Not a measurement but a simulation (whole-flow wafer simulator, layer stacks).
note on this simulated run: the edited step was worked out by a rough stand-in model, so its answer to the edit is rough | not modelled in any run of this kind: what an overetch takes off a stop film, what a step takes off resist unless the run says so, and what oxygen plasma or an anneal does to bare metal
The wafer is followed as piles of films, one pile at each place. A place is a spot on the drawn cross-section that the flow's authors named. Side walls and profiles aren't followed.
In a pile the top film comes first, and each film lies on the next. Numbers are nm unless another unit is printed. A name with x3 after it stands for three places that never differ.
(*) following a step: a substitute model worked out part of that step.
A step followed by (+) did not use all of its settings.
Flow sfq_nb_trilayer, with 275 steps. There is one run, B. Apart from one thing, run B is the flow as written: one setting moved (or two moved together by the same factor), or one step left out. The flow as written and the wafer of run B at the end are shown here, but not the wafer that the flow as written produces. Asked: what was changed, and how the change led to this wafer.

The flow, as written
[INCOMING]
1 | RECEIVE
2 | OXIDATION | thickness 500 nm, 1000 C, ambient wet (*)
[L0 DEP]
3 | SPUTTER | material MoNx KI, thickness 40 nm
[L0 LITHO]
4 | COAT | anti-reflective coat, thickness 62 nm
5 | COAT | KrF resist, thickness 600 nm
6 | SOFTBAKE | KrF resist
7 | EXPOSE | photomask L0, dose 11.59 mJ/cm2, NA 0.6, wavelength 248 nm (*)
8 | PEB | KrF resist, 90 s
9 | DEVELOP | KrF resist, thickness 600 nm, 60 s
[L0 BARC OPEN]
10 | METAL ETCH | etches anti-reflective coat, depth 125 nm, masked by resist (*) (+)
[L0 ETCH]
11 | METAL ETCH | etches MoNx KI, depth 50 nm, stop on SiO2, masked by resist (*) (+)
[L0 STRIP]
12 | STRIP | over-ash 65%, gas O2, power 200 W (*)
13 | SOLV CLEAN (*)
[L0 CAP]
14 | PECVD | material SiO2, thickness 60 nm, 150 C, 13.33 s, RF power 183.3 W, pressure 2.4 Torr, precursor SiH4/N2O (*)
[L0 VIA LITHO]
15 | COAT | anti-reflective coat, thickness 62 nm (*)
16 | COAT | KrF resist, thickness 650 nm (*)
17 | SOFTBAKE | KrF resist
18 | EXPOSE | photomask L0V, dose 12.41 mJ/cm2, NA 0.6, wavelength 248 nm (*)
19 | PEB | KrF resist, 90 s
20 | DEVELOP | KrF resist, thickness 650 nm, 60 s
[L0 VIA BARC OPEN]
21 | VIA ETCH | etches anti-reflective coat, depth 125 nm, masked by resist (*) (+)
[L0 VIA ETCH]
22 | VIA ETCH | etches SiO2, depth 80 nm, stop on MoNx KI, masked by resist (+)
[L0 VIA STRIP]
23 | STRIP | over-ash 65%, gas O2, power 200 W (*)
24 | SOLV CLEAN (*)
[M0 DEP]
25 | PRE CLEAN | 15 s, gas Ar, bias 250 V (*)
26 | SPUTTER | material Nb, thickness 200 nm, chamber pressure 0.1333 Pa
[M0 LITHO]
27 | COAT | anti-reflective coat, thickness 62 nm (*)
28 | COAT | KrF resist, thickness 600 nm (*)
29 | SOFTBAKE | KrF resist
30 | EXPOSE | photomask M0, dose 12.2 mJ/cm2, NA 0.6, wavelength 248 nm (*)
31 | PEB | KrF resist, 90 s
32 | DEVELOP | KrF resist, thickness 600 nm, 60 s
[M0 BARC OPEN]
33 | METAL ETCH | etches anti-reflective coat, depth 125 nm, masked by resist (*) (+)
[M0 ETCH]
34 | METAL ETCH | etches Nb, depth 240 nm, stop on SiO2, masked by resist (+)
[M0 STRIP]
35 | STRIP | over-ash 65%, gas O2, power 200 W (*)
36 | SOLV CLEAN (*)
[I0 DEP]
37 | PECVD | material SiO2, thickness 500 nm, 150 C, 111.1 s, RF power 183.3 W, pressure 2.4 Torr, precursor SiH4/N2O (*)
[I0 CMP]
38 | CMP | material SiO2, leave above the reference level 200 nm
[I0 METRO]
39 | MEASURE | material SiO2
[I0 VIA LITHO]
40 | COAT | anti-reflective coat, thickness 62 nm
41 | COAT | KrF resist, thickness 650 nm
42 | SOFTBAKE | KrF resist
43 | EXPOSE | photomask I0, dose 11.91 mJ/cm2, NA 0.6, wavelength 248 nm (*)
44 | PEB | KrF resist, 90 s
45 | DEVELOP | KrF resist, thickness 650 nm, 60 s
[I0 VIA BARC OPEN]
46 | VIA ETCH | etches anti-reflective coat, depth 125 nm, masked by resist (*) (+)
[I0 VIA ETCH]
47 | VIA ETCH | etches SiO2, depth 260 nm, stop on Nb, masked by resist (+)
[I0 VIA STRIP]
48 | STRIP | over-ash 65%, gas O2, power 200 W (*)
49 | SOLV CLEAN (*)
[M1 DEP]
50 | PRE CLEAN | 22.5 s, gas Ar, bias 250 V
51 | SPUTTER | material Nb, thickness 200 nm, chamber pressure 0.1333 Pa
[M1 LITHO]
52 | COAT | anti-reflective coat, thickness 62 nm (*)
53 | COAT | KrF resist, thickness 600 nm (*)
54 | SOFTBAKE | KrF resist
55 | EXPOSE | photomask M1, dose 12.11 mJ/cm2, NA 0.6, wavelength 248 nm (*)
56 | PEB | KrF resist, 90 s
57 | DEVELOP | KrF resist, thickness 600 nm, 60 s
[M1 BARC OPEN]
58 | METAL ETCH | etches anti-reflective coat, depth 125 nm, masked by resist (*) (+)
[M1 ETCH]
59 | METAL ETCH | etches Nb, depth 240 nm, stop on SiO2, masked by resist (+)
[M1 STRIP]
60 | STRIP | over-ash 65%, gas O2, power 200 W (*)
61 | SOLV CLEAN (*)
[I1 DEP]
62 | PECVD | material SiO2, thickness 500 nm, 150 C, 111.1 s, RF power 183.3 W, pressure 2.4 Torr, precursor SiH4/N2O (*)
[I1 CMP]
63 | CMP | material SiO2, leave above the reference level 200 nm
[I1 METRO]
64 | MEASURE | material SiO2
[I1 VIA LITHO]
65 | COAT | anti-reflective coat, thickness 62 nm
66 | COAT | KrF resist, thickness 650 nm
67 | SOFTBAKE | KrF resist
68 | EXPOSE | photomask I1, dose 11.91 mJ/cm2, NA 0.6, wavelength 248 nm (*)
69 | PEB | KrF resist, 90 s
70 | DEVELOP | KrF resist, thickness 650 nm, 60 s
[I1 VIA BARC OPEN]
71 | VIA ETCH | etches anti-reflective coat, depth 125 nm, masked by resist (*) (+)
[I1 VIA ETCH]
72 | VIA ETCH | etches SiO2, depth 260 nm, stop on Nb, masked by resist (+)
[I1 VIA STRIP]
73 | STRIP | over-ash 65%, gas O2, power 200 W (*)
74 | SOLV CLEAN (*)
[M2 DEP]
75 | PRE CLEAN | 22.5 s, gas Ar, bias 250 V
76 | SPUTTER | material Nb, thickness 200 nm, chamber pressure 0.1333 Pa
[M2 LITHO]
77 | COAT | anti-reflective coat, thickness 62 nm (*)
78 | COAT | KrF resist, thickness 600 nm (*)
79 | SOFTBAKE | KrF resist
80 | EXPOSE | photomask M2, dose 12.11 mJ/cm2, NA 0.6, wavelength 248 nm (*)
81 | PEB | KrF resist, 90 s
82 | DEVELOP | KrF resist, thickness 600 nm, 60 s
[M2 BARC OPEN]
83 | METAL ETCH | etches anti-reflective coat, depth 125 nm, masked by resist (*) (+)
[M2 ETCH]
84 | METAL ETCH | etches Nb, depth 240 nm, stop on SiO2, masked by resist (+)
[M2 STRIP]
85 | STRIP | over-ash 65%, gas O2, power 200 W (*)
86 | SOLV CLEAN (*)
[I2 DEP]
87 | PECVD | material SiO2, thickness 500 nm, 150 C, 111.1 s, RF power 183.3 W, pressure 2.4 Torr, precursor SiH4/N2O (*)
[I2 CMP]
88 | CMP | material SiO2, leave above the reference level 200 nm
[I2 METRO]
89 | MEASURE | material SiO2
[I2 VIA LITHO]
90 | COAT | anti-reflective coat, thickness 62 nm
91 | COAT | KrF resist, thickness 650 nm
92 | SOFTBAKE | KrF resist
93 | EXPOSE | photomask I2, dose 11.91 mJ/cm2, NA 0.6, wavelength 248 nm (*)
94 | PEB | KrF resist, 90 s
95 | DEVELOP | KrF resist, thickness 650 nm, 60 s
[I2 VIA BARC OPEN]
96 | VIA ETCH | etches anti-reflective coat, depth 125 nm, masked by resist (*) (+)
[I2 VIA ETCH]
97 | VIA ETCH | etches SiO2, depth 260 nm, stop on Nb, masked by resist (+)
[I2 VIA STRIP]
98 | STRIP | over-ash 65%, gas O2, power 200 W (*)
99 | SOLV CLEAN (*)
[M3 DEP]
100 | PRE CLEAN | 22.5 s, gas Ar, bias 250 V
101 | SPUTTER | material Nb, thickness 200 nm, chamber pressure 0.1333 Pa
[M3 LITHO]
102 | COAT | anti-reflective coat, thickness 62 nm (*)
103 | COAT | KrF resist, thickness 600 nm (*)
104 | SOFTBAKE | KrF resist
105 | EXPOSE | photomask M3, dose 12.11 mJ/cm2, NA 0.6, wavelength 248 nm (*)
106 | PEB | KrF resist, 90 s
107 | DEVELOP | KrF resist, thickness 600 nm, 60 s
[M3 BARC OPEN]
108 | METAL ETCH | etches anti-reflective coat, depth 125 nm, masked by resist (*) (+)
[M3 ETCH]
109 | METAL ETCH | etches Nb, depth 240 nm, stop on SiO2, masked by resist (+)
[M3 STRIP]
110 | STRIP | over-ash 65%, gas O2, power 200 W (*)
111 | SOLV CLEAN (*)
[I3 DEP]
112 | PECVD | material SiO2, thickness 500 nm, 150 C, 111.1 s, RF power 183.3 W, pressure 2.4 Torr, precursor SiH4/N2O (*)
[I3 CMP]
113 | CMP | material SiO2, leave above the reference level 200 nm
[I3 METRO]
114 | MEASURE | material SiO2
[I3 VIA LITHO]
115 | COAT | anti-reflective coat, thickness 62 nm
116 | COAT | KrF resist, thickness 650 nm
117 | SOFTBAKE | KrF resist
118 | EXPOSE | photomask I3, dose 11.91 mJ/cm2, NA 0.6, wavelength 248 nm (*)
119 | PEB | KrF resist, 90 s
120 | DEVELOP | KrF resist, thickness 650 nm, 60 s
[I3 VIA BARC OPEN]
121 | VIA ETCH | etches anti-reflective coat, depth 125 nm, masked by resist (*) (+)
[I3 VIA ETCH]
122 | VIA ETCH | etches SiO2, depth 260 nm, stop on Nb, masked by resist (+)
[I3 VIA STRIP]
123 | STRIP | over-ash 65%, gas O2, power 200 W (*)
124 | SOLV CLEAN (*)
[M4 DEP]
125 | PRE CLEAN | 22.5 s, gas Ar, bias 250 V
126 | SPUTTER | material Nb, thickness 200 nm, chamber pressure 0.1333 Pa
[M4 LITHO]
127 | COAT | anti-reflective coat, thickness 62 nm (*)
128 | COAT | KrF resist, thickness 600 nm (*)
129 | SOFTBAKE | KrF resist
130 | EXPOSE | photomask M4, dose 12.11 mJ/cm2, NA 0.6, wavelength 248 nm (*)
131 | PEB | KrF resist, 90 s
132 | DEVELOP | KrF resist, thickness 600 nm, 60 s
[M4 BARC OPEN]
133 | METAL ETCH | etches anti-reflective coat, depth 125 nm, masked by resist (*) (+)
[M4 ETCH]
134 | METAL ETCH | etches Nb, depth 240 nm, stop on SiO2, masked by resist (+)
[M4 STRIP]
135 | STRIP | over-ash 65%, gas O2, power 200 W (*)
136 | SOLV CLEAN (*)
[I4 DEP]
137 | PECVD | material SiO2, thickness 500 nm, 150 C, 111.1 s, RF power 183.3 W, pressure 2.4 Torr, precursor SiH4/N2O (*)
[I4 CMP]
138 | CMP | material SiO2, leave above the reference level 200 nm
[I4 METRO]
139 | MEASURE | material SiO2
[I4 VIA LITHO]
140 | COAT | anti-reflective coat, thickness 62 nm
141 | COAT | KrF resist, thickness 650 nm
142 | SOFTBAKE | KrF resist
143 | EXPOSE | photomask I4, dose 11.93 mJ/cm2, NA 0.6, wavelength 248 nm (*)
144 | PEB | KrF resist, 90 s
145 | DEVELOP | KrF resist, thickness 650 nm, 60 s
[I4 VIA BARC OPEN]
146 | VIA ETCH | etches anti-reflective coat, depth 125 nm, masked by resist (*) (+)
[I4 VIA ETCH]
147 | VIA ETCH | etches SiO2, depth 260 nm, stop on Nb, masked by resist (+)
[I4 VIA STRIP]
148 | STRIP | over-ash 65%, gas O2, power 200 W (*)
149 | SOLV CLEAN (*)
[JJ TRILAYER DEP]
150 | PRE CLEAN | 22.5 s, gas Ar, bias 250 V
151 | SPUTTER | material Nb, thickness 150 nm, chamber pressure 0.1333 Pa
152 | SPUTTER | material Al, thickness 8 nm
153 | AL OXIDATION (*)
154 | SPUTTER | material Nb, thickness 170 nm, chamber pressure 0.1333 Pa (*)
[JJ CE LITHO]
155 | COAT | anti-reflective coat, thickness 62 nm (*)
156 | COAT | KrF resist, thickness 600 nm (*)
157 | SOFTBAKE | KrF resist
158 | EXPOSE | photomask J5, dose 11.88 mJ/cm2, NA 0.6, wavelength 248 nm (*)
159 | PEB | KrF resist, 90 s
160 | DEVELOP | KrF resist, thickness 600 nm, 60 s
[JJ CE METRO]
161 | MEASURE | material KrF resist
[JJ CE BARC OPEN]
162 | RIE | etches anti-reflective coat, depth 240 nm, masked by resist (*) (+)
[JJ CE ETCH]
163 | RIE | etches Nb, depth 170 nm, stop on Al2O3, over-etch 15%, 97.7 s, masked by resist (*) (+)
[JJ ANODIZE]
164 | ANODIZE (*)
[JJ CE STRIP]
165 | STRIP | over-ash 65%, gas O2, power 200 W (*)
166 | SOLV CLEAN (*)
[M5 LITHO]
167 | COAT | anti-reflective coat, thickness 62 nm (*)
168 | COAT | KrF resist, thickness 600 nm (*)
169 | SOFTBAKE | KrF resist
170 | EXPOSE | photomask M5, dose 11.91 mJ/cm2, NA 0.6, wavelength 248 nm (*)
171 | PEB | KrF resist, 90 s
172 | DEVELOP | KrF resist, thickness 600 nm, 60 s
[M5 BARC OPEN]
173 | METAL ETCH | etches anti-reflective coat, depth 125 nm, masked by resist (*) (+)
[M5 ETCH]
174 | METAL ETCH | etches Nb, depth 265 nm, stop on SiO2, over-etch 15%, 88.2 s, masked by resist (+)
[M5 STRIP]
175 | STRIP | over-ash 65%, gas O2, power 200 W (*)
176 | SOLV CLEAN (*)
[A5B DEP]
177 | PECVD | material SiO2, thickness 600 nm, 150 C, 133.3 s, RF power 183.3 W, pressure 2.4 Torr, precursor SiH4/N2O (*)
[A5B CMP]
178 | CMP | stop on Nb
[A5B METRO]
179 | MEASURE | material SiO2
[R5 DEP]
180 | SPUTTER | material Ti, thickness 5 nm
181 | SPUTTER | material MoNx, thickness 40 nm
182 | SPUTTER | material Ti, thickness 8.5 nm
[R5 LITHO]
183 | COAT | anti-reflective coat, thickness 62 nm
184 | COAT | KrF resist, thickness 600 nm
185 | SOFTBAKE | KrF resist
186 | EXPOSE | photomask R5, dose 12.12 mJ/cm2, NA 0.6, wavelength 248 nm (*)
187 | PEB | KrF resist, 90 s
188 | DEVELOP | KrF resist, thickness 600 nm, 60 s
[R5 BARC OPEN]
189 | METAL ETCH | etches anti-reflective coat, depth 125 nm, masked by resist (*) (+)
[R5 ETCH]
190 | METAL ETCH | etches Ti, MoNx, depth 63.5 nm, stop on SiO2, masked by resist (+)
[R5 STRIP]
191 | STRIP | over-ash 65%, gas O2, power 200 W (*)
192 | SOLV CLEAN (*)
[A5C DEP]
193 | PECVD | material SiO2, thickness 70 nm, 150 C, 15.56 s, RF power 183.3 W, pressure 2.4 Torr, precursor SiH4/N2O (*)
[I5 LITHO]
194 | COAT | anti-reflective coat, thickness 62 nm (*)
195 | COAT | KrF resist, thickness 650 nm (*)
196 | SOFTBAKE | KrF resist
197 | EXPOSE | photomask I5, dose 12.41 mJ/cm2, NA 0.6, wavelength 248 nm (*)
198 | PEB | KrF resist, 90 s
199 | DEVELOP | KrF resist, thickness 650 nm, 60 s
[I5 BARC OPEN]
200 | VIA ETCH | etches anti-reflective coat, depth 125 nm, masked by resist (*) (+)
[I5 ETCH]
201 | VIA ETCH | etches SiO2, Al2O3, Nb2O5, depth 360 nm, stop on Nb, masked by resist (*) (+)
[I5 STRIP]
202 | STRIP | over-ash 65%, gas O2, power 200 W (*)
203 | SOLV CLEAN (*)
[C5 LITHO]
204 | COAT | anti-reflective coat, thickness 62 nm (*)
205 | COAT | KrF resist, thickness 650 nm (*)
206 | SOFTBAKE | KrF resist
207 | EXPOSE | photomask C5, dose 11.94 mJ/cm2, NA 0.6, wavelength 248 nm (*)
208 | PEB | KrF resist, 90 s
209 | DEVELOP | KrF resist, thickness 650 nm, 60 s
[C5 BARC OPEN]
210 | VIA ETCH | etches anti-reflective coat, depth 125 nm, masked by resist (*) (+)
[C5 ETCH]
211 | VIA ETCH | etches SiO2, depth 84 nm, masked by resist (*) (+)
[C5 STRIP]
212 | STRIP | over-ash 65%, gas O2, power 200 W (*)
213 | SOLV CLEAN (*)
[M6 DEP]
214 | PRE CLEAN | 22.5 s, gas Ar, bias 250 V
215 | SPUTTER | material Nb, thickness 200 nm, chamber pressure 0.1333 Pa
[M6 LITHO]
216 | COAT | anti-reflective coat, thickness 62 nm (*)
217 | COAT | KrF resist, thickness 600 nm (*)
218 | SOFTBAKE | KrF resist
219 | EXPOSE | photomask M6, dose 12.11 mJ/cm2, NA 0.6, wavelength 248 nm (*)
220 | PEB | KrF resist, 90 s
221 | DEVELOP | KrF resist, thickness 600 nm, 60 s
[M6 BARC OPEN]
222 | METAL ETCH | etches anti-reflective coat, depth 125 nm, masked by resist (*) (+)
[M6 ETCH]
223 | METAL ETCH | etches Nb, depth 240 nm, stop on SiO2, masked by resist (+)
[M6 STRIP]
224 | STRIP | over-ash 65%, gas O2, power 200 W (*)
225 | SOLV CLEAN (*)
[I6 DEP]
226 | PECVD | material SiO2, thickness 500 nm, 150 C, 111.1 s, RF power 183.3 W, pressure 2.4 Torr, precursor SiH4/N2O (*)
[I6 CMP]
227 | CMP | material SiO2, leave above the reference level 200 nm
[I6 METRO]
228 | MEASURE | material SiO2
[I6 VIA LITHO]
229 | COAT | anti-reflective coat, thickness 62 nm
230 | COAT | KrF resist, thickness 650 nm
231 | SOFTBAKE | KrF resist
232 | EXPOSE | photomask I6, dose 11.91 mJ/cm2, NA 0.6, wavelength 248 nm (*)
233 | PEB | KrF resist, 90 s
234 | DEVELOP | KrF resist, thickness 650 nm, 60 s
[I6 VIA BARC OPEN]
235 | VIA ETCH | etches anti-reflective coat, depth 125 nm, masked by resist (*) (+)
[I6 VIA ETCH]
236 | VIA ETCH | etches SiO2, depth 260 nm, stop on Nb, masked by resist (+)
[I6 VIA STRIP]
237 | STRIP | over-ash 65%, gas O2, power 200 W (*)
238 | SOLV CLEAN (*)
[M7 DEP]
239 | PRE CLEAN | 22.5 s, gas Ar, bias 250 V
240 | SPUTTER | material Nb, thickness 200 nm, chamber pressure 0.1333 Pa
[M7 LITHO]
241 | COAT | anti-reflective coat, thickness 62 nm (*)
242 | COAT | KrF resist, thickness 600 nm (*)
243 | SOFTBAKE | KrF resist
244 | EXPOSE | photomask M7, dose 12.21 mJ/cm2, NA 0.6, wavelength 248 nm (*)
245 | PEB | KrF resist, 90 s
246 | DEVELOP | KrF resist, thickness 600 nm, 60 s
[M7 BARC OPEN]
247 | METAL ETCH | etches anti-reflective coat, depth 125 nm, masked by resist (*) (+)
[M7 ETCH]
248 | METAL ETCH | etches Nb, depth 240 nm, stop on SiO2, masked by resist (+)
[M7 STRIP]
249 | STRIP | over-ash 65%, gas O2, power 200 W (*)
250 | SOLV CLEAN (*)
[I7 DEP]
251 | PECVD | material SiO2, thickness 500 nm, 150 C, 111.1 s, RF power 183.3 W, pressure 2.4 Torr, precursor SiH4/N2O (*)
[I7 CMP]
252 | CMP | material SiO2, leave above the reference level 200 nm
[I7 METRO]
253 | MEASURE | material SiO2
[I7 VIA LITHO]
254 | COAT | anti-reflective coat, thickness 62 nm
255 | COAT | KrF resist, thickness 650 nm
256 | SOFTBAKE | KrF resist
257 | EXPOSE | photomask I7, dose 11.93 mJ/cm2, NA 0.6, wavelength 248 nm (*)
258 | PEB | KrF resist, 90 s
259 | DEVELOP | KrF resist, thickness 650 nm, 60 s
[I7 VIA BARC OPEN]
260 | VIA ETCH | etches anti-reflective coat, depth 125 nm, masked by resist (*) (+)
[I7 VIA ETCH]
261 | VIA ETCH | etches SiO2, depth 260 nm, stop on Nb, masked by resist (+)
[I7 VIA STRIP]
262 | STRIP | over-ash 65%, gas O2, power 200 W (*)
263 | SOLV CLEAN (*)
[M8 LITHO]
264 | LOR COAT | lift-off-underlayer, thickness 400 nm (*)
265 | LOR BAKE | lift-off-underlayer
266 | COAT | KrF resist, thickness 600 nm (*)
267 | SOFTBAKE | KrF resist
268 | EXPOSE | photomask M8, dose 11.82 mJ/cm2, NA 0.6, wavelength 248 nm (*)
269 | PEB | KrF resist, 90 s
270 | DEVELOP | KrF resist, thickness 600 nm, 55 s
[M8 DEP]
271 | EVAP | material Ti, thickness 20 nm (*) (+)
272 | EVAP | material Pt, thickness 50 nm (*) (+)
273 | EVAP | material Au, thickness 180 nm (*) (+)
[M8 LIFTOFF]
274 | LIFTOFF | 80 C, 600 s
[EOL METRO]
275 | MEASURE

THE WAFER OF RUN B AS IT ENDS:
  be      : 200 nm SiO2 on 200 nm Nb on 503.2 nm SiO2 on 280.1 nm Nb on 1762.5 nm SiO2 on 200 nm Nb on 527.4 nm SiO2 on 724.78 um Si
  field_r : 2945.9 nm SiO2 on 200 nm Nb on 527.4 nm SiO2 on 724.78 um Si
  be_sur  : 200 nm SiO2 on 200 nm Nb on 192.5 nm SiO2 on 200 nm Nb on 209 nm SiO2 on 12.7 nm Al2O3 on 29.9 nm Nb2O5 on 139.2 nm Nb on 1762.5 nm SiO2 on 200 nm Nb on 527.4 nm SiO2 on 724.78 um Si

Cause: step 14, PECVD: thickness 32.4 nm was run, whereas the flow has thickness 60 nm; step 14, PECVD: 7.2 s was run, where the flow has 13.33 s.

The path from the change to this, step by step:
  14 | PECVD | material SiO2, thickness 60 nm, 150 C, 13.33 s, RF power 183.3 W, pressure 2.4 Torr, precursor SiH4/N2O (*)
      v_sur, via_wl, via_w and 97 more: +32.4 SiO2 (as written it would have been: +60 SiO2)
      field_l, l0_sur, l0v, l0r_line_l, l0r_line_c, l0r_line_r: +32.4 SiO2 (new film) (as written it would have been: +60 SiO2 (new film))
  22 | VIA ETCH | etches SiO2, depth 80 nm, stop on MoNx KI, masked by resist (+)
      field_l, v_sur, via_wl and 102 more: -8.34 KrF resist (as written it would have been: -13.8 KrF resist)
      l0v: -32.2 SiO2 (all of it) (as written it would have been: -59.8 SiO2 (all of it))
  26 | SPUTTER | material Nb, thickness 200 nm, chamber pressure 0.1333 Pa
      l0v: +200 Nb (new film) (as written it would have been: +195.7 Nb (new film))
  27 | COAT | anti-reflective coat, thickness 62 nm (*)
      l0_sur: +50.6 anti-reflective coat (new film) (as written it would have been: +47.5 anti-reflective coat (new film))
      l0v: +69.4 anti-reflective coat (new film) (as written it would have been: +78 anti-reflective coat (new film))
  28 | COAT | KrF resist, thickness 600 nm (*)
      l0v: +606 KrF resist (new film) (as written it would have been: +622.9 KrF resist (new film))
  35 | STRIP | over-ash 65%, gas O2, power 200 W (*)
      l0_sur: -373.6 KrF resist (all of it), -50.6 anti-reflective coat (all of it) (as written it would have been: -372 KrF resist (all of it), -47.5 anti-reflective coat (all of it))
      l0v: -388.4 KrF resist (all of it), -69.4 anti-reflective coat (all of it) (as written it would have been: -405.3 KrF resist (all of it), -78 anti-reflective coat (all of it))
  38 | CMP | material SiO2, leave above the reference level 200 nm
      l0v: -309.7 SiO2 (as written it would have been: -277.8 SiO2)
